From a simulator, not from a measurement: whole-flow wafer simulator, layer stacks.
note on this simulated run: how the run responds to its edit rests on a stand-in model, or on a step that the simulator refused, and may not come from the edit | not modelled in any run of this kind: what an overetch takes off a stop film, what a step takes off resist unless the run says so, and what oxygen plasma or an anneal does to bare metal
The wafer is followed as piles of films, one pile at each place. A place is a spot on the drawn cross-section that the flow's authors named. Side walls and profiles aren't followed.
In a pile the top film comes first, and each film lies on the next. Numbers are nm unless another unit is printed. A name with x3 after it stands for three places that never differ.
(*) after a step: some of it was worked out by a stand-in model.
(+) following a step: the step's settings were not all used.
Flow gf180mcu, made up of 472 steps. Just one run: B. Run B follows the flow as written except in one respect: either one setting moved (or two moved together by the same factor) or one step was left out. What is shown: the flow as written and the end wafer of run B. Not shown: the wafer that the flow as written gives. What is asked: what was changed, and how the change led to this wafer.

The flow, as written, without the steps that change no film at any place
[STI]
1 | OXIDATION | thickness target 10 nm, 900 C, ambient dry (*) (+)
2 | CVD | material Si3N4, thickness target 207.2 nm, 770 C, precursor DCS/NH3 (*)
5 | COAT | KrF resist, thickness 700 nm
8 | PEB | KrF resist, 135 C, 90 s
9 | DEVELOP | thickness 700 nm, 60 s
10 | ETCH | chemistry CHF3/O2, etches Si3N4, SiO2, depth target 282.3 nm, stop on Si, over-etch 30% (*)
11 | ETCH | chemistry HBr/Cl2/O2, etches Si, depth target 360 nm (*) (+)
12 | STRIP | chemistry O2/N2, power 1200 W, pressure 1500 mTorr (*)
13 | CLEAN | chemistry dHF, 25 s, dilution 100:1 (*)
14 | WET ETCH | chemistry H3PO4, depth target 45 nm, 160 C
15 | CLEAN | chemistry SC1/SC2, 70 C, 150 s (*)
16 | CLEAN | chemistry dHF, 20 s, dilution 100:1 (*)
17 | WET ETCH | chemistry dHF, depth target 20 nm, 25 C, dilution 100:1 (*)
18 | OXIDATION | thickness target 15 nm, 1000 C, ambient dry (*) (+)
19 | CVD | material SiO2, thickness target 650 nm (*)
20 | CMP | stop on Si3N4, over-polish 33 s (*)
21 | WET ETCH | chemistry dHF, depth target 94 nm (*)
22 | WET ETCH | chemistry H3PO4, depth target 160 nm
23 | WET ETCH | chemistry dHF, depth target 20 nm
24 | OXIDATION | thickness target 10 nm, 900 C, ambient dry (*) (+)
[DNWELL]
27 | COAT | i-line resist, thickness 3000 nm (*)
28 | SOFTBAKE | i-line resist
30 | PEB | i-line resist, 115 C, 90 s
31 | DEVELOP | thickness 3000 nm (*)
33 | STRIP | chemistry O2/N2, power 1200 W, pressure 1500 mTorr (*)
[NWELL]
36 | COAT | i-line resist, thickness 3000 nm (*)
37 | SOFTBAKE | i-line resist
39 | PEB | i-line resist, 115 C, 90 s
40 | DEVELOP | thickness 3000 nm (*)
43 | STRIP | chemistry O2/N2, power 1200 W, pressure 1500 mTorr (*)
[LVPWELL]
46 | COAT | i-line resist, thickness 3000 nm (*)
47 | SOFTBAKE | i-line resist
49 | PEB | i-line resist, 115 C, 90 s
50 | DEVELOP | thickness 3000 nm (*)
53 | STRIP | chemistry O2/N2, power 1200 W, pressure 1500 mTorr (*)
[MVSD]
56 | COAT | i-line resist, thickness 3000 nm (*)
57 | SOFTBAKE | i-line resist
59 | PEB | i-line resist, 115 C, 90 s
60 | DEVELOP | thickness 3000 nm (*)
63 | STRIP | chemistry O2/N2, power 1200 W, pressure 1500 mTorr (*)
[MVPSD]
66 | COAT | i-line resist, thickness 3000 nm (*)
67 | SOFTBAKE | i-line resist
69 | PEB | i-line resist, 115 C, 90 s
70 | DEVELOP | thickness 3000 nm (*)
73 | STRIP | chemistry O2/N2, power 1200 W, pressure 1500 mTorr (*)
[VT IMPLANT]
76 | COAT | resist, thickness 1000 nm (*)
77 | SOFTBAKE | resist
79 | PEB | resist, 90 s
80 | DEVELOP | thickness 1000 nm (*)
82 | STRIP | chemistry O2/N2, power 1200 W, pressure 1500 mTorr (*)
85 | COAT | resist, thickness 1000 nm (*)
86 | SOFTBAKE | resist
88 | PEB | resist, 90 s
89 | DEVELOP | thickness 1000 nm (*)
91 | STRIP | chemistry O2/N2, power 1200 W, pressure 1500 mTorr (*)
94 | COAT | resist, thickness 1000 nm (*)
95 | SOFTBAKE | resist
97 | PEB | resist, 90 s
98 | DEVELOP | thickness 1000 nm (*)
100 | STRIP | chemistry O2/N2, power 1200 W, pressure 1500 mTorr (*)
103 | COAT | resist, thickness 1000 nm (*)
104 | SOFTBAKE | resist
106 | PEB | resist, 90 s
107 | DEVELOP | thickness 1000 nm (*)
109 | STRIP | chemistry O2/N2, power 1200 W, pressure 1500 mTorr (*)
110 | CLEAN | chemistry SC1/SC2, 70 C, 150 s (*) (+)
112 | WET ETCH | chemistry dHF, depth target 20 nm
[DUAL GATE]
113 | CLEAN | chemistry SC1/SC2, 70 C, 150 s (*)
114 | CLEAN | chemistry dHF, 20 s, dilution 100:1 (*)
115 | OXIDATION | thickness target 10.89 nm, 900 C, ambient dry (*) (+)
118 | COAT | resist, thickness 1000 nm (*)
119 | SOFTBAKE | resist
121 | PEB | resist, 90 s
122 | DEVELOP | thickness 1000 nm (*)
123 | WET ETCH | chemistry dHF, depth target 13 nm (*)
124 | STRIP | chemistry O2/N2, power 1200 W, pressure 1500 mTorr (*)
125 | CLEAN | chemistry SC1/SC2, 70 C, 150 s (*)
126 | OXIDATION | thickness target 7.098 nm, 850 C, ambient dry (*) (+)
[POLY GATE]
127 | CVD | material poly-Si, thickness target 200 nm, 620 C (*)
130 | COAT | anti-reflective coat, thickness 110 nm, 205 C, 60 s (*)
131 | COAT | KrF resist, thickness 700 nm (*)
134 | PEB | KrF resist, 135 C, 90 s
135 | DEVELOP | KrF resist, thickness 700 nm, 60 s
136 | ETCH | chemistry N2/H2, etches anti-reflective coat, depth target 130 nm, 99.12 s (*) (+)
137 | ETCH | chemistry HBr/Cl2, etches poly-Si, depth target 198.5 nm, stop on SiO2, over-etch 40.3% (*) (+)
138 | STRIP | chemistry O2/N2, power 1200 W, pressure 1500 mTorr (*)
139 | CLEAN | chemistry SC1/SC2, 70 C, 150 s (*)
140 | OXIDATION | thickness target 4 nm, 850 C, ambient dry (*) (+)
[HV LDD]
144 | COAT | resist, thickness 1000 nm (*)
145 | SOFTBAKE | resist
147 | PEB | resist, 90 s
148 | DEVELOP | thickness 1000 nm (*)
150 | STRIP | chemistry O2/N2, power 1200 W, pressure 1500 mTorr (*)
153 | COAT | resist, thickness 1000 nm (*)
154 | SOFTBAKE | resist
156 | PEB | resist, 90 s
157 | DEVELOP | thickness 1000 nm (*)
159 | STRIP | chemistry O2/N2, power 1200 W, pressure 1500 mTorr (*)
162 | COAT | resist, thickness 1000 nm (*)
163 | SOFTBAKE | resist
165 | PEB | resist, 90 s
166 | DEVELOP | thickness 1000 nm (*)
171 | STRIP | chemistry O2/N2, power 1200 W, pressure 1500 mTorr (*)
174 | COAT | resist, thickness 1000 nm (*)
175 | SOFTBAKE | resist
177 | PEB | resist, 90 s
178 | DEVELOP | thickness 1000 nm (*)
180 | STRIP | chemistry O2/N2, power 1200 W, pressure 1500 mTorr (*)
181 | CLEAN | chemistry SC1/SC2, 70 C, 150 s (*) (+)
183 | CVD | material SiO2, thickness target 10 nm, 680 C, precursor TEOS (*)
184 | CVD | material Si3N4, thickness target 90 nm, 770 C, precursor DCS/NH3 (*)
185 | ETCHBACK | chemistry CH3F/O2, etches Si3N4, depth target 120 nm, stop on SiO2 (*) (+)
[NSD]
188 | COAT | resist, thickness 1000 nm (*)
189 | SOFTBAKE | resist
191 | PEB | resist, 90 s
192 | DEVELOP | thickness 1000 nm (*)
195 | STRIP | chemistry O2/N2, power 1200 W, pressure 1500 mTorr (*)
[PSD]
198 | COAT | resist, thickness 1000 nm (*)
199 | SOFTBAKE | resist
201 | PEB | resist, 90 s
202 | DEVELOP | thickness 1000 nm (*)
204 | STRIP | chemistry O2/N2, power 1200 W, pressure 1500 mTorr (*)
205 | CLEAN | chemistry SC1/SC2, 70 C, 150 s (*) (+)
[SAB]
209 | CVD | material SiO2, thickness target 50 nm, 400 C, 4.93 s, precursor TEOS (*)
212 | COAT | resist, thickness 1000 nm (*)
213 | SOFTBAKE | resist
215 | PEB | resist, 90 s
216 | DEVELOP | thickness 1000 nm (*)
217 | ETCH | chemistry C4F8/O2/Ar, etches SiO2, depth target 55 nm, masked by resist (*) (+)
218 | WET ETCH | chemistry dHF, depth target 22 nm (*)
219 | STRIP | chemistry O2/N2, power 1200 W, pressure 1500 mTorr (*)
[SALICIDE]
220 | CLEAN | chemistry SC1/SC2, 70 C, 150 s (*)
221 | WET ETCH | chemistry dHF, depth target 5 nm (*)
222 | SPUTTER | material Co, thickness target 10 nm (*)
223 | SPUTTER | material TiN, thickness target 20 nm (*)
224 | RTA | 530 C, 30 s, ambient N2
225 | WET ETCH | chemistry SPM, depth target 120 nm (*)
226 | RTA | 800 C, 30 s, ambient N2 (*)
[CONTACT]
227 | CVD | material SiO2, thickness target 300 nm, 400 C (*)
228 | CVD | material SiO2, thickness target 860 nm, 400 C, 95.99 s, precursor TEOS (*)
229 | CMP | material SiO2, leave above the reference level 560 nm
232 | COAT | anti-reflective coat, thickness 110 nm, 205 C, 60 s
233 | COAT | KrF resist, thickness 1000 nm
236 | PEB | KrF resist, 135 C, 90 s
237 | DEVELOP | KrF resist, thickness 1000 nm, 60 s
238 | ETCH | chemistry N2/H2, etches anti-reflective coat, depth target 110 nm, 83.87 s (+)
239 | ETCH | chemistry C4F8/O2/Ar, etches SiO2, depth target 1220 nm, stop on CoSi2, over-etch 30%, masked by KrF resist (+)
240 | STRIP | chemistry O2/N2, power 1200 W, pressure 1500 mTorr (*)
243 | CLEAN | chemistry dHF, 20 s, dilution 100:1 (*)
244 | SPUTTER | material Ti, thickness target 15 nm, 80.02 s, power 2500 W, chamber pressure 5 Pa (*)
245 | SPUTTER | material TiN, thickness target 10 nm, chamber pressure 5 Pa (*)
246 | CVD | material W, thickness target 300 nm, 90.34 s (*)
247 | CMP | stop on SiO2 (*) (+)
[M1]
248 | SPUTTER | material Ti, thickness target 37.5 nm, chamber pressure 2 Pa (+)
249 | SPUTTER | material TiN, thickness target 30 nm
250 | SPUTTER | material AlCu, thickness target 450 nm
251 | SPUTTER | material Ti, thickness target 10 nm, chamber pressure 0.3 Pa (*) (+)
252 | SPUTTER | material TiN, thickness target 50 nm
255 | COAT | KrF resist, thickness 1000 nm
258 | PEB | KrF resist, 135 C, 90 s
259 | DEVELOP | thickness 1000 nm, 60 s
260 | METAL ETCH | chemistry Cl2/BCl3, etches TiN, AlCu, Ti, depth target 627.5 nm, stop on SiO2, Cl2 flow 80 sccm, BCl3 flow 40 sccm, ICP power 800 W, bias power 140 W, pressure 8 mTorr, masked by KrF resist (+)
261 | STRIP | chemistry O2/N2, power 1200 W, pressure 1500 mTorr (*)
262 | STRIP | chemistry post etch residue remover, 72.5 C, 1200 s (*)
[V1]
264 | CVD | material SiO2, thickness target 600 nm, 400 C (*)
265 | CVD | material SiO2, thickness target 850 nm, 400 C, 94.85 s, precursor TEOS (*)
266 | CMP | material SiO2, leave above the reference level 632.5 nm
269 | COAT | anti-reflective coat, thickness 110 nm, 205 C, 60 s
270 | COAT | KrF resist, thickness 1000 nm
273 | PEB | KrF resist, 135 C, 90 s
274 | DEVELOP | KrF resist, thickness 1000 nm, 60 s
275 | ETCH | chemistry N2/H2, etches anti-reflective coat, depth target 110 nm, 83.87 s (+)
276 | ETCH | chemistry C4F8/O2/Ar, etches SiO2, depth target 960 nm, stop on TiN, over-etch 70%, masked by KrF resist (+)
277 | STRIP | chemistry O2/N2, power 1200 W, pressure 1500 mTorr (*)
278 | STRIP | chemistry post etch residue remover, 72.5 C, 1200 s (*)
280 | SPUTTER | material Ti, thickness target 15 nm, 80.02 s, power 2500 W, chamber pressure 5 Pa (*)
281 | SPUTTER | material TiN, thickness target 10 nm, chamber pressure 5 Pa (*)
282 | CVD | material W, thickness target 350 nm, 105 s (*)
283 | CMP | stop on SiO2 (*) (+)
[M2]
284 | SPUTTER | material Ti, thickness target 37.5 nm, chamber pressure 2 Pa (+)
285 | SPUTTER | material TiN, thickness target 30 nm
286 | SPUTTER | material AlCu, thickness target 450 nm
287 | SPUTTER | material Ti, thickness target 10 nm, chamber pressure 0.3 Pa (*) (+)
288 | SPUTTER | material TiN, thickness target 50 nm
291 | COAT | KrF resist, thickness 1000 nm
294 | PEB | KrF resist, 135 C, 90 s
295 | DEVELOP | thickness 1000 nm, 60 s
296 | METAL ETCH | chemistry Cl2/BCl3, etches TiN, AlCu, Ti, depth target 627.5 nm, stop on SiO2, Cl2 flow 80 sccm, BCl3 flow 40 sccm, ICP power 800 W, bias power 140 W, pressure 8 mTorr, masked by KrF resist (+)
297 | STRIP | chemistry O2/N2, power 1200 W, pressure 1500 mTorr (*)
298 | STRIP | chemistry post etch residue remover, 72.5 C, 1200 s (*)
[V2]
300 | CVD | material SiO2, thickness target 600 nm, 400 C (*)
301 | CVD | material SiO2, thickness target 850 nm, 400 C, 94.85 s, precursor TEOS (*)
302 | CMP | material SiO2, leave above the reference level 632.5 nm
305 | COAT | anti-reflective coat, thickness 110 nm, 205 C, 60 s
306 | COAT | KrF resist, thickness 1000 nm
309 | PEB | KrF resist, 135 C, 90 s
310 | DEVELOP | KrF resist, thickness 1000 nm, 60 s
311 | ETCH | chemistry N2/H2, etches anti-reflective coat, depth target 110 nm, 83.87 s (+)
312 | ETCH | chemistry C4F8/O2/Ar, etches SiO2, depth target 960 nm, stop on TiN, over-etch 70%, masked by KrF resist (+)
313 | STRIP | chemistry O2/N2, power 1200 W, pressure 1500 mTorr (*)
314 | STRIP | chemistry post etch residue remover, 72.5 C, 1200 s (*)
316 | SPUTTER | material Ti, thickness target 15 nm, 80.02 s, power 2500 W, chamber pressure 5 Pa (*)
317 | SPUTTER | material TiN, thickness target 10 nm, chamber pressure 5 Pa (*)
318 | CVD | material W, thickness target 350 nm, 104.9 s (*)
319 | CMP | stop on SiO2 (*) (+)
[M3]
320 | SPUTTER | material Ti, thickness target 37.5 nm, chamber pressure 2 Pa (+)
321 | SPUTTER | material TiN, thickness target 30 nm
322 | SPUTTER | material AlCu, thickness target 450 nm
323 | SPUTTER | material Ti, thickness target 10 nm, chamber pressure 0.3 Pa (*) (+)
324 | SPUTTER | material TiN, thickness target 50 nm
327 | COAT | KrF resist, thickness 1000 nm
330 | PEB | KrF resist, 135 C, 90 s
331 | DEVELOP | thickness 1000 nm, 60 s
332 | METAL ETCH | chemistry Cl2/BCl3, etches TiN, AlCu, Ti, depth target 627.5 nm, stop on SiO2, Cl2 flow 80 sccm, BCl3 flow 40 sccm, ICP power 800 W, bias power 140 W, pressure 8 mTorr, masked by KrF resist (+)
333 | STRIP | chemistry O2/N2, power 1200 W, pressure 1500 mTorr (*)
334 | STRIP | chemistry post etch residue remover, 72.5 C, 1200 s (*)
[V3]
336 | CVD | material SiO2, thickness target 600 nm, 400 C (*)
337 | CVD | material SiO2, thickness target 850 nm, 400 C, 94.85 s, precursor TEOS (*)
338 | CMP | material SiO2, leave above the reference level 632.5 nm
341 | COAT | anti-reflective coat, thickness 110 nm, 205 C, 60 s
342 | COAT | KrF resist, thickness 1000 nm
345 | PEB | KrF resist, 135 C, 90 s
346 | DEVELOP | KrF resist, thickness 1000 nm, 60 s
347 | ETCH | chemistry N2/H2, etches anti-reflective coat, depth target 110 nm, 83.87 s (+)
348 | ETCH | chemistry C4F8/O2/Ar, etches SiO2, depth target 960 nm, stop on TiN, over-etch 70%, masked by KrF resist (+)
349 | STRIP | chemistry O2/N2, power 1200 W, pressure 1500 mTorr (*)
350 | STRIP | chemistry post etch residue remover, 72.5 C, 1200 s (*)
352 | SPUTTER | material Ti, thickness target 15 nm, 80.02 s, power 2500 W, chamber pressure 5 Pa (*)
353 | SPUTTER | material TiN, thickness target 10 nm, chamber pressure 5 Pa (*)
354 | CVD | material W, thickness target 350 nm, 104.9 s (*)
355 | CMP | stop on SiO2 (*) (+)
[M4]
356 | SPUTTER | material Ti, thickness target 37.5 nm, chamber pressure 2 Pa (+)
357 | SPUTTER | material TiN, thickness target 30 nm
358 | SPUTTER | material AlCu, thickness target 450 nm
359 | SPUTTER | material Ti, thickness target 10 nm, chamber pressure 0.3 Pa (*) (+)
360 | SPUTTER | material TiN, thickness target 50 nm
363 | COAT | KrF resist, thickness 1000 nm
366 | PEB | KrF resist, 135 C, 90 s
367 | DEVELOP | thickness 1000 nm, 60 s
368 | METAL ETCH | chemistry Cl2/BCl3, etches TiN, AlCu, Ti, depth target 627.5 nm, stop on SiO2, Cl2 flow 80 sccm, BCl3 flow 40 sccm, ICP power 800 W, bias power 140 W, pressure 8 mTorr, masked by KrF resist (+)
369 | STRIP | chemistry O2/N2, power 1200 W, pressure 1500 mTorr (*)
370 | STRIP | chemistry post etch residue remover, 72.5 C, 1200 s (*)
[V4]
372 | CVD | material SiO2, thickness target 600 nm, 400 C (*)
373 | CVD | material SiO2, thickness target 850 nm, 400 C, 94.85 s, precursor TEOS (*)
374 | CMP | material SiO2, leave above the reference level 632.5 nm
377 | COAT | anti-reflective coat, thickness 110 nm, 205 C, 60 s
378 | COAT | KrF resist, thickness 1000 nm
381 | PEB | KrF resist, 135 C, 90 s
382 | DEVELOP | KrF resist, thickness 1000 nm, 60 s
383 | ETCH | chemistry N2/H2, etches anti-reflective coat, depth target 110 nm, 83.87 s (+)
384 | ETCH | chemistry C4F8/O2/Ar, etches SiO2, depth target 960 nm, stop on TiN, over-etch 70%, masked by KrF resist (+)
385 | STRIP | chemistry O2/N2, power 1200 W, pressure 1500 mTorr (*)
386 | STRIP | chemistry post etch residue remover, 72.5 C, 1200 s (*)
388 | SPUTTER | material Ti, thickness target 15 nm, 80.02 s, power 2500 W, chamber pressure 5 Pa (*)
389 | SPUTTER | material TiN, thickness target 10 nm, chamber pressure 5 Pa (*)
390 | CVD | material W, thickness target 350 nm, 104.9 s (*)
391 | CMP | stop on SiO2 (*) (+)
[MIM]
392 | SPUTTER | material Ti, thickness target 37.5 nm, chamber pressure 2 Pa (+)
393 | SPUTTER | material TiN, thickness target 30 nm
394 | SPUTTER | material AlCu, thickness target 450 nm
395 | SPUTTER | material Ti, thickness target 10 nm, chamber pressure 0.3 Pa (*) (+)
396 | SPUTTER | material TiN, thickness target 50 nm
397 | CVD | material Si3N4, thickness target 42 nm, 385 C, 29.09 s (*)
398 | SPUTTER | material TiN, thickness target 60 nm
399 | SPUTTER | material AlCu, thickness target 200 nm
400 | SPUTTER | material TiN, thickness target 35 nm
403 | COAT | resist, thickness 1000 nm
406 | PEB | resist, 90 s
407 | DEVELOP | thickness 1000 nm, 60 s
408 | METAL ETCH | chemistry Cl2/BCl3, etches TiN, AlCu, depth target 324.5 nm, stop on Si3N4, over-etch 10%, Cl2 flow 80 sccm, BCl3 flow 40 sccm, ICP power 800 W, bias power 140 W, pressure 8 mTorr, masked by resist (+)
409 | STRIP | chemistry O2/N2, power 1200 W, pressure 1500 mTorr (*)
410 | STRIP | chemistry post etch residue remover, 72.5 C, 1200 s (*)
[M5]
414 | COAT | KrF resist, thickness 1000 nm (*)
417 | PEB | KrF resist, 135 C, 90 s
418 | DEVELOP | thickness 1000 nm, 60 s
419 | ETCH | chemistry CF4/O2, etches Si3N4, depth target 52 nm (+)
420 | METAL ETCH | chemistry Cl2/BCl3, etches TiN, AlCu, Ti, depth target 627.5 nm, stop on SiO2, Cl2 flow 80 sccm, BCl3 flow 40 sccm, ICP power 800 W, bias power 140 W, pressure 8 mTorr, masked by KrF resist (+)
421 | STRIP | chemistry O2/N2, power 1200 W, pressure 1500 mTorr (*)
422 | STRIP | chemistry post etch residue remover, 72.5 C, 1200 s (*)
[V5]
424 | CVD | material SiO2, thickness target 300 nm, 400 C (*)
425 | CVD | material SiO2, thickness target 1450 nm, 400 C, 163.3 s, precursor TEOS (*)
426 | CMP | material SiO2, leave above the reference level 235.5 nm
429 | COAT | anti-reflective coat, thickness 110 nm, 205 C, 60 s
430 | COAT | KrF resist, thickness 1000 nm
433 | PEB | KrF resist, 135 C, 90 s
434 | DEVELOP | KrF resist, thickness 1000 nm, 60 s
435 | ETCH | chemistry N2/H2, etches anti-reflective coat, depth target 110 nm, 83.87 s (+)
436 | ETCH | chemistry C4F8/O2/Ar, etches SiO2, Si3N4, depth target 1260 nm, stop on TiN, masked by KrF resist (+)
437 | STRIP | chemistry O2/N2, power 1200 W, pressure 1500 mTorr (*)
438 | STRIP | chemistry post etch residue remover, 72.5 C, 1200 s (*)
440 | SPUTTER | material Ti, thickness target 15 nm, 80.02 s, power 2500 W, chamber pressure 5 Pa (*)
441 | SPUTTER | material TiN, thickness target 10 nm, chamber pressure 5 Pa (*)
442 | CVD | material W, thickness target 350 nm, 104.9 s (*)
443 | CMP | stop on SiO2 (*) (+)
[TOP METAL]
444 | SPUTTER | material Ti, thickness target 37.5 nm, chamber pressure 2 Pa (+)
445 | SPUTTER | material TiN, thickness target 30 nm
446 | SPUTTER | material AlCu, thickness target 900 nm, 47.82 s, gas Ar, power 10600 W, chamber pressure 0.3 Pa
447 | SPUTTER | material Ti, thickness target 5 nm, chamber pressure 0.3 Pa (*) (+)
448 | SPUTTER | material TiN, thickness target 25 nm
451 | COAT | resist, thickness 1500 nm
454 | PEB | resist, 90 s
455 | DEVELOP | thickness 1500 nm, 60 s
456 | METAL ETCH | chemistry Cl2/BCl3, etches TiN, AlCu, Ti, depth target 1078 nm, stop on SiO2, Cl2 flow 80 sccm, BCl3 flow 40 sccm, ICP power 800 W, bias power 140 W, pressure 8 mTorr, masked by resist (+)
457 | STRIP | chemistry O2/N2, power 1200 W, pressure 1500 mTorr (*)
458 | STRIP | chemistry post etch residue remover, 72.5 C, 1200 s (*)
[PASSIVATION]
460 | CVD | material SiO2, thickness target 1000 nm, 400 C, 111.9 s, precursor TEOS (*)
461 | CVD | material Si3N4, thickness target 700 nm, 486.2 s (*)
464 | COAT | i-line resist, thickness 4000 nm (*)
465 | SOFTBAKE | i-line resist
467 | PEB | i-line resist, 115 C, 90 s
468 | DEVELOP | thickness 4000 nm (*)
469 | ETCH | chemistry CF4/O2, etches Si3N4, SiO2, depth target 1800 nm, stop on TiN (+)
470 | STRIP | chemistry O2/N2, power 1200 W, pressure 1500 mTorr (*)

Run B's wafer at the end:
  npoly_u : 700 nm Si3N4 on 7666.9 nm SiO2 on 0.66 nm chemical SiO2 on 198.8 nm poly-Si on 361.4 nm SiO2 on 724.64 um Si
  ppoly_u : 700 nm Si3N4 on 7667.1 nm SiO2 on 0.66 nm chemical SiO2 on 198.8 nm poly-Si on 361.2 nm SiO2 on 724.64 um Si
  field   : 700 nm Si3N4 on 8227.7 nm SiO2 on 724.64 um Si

What caused this: step 140, OXIDATION: thickness target 4 nm, 850 C, ambient dry (*) (+), was skipped.

How this came from the change, step by step:
  181 | CLEAN | chemistry SC1/SC2, 70 C, 150 s (*) (+)
      gate, gate_hv, gate_p and 24 more: -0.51 chemical SiO2, -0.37 poly-Si (as written it would have been: -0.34 SiO2)
  183 | CVD | material SiO2, thickness target 10 nm, 680 C, precursor TEOS (*)
      gate, gate_hv, gate_p and 25 more: +10 SiO2 (new film) (as written it would have been: +10 SiO2)
  218 | WET ETCH | chemistry dHF, depth target 22 nm (*)
      gate, gate_hv, gate_p and 23 more: -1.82 SiO2 (all of it), -0.66 chemical SiO2 (all of it) (as written it would have been: -5.48 SiO2 (all of it))
      active, p_well, sd_n, iso_ptap_pw, iso_ntap_nw, iso_ptap_sub, vpnp_e: -7.84 SiO2 (all of it) (as written it would have been: -9.01 SiO2 (all of it))
      (as well as at 16 more places)
  223 | SPUTTER | material TiN, thickness target 20 nm (*)
      field__w12: +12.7 TiN (new film) (as written it would have been: +12 TiN (new film))
  225 | WET ETCH | chemistry SPM, depth target 120 nm (*)
      field__w12: -12.7 TiN (all of it), -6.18 Co (all of it) (as written it would have been: -12 TiN (all of it), -6.15 Co (all of it))
